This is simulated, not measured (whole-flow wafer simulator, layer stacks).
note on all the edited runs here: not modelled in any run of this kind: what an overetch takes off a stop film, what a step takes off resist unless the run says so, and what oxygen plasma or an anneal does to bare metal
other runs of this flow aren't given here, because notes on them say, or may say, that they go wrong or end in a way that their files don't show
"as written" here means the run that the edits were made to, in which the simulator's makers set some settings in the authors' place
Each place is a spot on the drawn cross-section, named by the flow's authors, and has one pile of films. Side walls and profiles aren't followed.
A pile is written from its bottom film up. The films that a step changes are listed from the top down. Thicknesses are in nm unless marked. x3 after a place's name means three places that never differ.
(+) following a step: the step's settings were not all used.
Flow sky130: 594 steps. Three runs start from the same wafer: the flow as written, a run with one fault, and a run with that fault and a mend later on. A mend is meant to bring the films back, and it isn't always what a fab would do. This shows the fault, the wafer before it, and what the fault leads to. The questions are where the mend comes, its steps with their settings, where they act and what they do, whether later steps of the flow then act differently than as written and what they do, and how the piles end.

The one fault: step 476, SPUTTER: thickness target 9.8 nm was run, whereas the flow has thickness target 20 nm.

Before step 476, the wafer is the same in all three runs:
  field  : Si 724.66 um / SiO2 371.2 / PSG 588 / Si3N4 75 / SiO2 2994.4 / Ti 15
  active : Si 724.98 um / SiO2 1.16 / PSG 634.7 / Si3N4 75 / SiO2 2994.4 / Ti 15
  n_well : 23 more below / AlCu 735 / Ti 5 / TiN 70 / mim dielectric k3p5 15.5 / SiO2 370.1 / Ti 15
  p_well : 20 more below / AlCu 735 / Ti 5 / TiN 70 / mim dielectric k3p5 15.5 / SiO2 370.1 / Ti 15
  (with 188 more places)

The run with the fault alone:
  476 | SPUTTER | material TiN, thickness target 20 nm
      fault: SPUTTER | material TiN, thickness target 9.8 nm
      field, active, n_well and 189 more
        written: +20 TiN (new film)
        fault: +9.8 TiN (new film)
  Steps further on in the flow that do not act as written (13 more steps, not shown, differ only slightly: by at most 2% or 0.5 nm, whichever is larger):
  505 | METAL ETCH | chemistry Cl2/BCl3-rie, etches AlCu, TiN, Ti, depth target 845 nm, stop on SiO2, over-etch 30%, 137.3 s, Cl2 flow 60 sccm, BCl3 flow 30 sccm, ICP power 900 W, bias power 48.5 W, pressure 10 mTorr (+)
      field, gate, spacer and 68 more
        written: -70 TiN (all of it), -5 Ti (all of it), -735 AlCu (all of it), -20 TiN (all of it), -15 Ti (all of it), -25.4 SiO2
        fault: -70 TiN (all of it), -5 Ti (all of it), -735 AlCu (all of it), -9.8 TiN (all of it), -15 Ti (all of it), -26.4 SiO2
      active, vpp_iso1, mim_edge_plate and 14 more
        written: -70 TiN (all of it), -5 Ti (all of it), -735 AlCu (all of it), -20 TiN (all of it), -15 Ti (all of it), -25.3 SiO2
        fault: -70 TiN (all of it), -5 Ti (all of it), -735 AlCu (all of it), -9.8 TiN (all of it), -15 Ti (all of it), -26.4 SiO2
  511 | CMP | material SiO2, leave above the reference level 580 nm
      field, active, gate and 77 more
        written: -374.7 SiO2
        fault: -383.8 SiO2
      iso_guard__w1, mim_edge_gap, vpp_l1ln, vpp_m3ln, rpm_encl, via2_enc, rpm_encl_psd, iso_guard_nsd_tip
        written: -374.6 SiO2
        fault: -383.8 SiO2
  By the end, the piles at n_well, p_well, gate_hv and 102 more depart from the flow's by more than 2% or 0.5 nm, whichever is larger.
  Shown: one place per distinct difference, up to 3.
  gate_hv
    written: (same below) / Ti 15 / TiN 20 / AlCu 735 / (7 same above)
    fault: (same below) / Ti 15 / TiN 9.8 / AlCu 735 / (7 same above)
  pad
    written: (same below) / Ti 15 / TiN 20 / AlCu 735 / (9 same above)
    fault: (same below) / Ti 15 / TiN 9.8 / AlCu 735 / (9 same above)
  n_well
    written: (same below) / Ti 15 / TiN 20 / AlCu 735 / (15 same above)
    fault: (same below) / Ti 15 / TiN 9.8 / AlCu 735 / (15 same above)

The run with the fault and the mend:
  The mend follows step 476.
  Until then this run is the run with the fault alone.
  476a | SPUTTER | material TiN, thickness target 10.2 nm (the flow's step 476 again, with other settings)
      field, active, n_well and 189 more
        +10.2 TiN
  Every later step of the flow that is run acts as written at every place that is followed.
  At every place that both follow, the piles at the end match the flow's.
